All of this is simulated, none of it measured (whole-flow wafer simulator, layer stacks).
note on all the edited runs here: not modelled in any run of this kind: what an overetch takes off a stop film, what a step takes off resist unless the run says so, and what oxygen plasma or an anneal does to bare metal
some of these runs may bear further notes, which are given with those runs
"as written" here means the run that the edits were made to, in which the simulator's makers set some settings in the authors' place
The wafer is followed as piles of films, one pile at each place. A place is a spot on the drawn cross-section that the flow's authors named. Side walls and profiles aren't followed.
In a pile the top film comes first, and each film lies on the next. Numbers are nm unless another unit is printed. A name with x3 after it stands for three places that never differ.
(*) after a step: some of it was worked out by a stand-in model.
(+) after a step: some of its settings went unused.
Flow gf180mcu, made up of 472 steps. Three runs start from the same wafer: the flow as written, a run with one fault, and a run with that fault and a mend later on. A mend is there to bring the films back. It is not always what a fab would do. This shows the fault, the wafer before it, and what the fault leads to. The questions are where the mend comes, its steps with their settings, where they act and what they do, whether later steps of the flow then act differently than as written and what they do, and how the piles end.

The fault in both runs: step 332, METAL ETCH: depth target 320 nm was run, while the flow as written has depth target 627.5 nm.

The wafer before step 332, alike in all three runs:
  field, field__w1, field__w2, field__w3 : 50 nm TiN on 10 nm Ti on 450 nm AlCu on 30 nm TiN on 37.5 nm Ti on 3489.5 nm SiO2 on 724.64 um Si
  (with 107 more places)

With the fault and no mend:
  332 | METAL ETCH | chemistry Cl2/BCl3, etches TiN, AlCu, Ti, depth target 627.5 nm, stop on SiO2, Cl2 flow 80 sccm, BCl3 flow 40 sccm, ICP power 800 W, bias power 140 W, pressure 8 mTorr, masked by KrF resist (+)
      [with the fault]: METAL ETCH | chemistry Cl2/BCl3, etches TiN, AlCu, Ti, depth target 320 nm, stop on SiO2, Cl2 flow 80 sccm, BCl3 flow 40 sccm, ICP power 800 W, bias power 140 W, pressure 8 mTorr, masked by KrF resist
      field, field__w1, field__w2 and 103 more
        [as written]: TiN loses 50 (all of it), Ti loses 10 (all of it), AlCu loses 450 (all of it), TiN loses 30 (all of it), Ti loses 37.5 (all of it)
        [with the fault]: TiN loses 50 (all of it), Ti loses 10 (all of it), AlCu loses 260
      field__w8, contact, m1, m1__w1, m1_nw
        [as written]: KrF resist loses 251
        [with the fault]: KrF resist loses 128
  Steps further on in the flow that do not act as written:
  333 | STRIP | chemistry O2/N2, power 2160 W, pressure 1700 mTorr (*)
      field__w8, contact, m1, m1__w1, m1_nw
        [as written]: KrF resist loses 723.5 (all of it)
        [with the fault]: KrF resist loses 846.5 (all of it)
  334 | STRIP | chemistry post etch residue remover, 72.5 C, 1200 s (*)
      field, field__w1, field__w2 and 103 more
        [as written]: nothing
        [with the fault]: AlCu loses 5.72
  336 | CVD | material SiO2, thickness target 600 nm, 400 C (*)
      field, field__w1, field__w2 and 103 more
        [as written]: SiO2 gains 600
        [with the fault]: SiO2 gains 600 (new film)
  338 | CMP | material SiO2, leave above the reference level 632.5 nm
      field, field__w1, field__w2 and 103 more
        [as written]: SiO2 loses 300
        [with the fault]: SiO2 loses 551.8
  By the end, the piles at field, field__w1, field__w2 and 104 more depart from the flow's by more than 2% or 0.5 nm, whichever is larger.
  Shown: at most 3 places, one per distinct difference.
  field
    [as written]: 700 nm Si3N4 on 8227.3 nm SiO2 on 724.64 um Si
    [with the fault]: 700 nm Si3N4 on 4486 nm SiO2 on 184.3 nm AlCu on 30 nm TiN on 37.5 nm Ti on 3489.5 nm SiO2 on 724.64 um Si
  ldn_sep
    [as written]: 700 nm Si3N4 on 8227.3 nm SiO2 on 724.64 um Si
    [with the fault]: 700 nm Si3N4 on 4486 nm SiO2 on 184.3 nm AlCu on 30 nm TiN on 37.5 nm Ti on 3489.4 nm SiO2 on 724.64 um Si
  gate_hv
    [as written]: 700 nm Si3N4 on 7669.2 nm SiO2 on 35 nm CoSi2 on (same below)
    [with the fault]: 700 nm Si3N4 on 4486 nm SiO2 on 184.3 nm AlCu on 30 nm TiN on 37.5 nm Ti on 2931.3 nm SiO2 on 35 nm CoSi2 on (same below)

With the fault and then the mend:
  The mend follows step 332.
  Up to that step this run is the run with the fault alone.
  332a | METAL ETCH | chemistry Cl2/BCl3, etches TiN, AlCu, Ti, depth target 307.5 nm, stop on SiO2, Cl2 flow 80 sccm, BCl3 flow 40 sccm, ICP power 800 W, bias power 140 W, pressure 8 mTorr, masked by KrF resist (+) (the flow's step 332, run once more with other settings)
      field, field__w1, field__w2 and 103 more
        AlCu loses 190 (all of it), TiN loses 30 (all of it), Ti loses 37.5 (all of it)
      field__w8, contact, m1, m1__w1, m1_nw
        KrF resist loses 123
  None of the later steps of the flow acts differently than as written at any place that is followed.
  The piles end the same as the flow's at every place that both follow.
